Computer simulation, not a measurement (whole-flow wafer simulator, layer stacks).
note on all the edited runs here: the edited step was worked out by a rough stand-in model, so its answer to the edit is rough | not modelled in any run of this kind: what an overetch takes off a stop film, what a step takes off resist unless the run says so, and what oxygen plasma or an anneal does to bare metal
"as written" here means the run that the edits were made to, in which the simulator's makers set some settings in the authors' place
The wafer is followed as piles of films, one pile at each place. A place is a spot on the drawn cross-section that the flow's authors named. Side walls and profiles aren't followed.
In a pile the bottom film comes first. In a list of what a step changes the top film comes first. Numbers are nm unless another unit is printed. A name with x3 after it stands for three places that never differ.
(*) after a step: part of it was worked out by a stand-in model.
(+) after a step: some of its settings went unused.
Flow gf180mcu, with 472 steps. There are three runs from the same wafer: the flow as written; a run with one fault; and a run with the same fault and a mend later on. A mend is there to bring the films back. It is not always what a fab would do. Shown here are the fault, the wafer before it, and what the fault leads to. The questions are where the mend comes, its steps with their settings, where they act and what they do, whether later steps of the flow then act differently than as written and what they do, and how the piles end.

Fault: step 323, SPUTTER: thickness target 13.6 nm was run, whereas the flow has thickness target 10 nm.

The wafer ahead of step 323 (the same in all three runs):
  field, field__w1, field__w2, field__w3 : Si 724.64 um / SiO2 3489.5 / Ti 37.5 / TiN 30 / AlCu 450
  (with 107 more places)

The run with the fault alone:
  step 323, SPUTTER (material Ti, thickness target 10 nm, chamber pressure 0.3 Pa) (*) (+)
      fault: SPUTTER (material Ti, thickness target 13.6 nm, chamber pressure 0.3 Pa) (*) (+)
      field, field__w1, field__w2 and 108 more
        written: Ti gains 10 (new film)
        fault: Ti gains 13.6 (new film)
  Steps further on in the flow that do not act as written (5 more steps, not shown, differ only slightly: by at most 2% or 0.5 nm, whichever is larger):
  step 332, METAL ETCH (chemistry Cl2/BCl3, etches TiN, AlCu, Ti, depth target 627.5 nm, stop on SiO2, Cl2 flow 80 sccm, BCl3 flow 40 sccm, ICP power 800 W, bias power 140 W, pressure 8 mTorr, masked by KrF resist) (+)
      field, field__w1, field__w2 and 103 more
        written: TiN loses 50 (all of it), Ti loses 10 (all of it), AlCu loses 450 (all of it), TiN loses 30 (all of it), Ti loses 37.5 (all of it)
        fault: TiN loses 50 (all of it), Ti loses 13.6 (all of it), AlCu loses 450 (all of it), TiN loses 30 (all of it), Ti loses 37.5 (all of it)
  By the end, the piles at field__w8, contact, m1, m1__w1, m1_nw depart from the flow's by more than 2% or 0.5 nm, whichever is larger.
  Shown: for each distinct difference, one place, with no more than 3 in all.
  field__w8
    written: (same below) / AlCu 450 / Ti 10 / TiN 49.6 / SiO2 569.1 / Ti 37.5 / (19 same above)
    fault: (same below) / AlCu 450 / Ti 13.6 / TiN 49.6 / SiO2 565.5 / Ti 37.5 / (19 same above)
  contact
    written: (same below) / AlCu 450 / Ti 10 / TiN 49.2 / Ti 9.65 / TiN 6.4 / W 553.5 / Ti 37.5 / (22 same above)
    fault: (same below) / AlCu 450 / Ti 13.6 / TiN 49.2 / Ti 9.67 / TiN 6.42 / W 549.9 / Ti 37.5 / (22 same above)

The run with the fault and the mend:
  After step 323 comes the mend.
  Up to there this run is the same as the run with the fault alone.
  step 323a, METAL ETCH (chemistry Cl2/BCl3, etches TiN, AlCu, Ti, depth target 3.6 nm, Cl2 flow 80 sccm, BCl3 flow 40 sccm, ICP power 800 W, bias power 140 W, pressure 8 mTorr) (a further turn of the flow's step 260, with different settings)
      field, field__w1, field__w2 and 108 more
        Ti loses 3.6
  Every later step of the flow that is run acts as written at every place that is followed.
  By the end, the piles equal the flow's at every place that both follow.
